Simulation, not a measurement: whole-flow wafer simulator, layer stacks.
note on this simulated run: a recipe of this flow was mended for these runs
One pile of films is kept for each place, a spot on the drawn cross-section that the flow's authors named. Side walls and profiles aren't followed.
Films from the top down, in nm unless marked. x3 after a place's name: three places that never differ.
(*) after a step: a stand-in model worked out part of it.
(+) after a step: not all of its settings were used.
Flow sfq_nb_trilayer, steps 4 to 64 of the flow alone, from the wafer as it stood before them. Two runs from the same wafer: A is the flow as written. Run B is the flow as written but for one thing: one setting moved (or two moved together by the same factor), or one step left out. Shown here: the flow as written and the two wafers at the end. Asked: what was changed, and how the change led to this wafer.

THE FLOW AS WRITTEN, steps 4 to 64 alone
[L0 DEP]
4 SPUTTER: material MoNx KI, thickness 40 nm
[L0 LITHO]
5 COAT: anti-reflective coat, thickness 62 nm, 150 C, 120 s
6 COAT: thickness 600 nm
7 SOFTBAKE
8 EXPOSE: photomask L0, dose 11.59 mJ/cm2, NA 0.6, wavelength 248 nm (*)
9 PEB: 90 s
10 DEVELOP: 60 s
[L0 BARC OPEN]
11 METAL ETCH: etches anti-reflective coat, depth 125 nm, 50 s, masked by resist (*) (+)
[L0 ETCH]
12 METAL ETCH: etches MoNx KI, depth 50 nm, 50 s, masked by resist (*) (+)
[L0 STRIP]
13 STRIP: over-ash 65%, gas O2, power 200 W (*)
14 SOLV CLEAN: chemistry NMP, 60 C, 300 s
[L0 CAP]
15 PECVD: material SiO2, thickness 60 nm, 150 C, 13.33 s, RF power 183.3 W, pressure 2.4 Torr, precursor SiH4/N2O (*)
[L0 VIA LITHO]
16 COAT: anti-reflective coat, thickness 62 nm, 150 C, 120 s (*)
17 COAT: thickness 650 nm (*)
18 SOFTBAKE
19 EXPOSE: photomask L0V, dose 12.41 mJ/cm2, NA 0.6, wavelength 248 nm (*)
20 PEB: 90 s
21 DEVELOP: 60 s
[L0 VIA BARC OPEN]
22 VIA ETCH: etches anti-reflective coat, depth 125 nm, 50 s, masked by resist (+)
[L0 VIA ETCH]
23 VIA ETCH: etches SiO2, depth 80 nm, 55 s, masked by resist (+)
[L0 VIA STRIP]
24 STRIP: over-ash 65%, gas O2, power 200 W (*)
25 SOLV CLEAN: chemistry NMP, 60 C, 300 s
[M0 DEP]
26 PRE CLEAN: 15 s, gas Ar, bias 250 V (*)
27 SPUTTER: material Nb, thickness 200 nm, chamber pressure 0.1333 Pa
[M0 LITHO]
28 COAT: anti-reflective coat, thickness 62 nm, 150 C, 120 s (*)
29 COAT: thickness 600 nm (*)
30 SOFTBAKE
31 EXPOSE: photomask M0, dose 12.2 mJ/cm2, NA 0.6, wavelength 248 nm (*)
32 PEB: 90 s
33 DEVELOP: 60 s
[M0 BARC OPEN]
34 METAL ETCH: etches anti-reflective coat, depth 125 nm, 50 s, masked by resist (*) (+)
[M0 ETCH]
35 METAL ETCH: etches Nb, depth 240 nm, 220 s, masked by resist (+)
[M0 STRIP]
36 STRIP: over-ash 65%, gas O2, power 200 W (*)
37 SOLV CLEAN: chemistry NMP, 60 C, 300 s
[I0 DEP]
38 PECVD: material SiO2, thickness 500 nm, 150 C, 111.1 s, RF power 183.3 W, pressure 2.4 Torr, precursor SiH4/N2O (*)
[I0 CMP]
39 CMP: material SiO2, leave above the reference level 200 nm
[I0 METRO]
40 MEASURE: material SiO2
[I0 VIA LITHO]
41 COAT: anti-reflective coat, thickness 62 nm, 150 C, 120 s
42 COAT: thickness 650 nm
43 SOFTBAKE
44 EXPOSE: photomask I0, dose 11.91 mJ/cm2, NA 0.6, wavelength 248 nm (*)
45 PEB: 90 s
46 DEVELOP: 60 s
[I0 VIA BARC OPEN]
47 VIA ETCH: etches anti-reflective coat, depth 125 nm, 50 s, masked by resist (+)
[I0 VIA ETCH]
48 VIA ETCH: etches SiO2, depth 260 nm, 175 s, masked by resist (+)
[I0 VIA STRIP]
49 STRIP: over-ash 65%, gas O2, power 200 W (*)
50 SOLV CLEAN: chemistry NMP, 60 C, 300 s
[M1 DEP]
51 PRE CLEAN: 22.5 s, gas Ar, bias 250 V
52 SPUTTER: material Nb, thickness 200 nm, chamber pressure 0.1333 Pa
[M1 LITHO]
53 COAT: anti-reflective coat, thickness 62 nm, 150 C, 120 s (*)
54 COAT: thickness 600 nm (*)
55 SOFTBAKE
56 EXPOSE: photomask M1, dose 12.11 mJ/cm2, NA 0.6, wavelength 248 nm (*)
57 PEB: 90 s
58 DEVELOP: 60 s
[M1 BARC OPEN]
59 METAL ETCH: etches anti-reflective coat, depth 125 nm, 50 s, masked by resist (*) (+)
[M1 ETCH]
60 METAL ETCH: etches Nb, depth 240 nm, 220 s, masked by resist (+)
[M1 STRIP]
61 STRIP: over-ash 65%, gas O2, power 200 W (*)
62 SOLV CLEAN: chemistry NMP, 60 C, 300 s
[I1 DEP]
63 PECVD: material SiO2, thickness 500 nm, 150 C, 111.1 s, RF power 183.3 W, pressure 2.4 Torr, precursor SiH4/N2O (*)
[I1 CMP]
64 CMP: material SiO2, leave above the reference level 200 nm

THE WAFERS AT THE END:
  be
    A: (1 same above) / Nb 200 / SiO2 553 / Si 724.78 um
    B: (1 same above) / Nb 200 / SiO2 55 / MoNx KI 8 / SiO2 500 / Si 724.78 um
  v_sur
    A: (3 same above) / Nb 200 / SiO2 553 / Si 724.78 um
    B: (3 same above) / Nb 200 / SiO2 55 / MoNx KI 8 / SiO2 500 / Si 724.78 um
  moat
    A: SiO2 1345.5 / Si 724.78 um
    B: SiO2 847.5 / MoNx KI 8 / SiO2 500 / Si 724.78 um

The cause: step 4, SPUTTER: thickness 58 nm was run, where the flow has thickness 40 nm.

How the change led to this, step by step:
  4 SPUTTER: material MoNx KI, thickness 40 nm
      field_l, v_sur, via_wl and 103 more: A MoNx KI +40 (new film) | B MoNx KI +58 (new film)
  12 METAL ETCH: etches MoNx KI, depth 50 nm, 50 s, masked by resist (*) (+)
      v_sur, via_wl, via_w and 97 more: A MoNx KI -40 (all of it), SiO2 -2 | B MoNx KI -50
  15 PECVD: material SiO2, thickness 60 nm, 150 C, 13.33 s, RF power 183.3 W, pressure 2.4 Torr, precursor SiH4/N2O (*)
      v_sur, via_wl, via_w and 97 more: A SiO2 +60 | B SiO2 +60 (new film)
  16 COAT: anti-reflective coat, thickness 62 nm, 150 C, 120 s (*)
      field_l: A anti-reflective coat +50 (new film) | B anti-reflective coat +47.8 (new film)
      v_sur: A anti-reflective coat +78.1 (new film) | B anti-reflective coat +81.2 (new film)
      (and at 4 more places)
  24 STRIP: over-ash 65%, gas O2, power 200 W (*)
      field_l: A KrF-resist-other-grade -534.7 (all of it), anti-reflective coat -50 (all of it) | B KrF-resist-other-grade -533.4 (all of it), anti-reflective coat -47.8 (all of it)
      v_sur: A KrF-resist-other-grade -544.6 (all of it), anti-reflective coat -78.1 (all of it) | B KrF-resist-other-grade -545.1 (all of it), anti-reflective coat -81.2 (all of it)
      (and at 4 more places)
  28 COAT: anti-reflective coat, thickness 62 nm, 150 C, 120 s (*)
      field_l: A anti-reflective coat +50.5 (new film) | B anti-reflective coat +48.8 (new film)
      v_sur: A anti-reflective coat +78.2 (new film) | B anti-reflective coat +81.3 (new film)
      (and at 4 more places)
  36 STRIP: over-ash 65%, gas O2, power 200 W (*)
      field_l: A KrF-resist-other-grade -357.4 (all of it), anti-reflective coat -50.5 (all of it) | B KrF-resist-other-grade -355.9 (all of it), anti-reflective coat -48.8 (all of it)
      v_sur: A KrF-resist-other-grade -367.4 (all of it), anti-reflective coat -78.2 (all of it) | B KrF-resist-other-grade -368.1 (all of it), anti-reflective coat -81.3 (all of it)
      (and at 4 more places)
  39 CMP: material SiO2, leave above the reference level 200 nm
      field_l, l0_sur, l0r_line_l, l0r_line_c, l0r_line_r: A SiO2 -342 | B SiO2 -350
      l0v: A SiO2 -277.4 | B SiO2 -285.4
Counting metal films that touch as one body, be has 2 bodies (between them, from the top down: SiO2 55); the flow as written gives 1 body.
Counting metal films that touch as one body, v_sur has 3 bodies (between them, from the top down: SiO2 192.5; SiO2 55); the flow as written gives 2 bodies (between them, from the top down: SiO2 192.5).
Counting metal films that touch as one body, moat has 1 body; the flow as written gives 0 bodies.
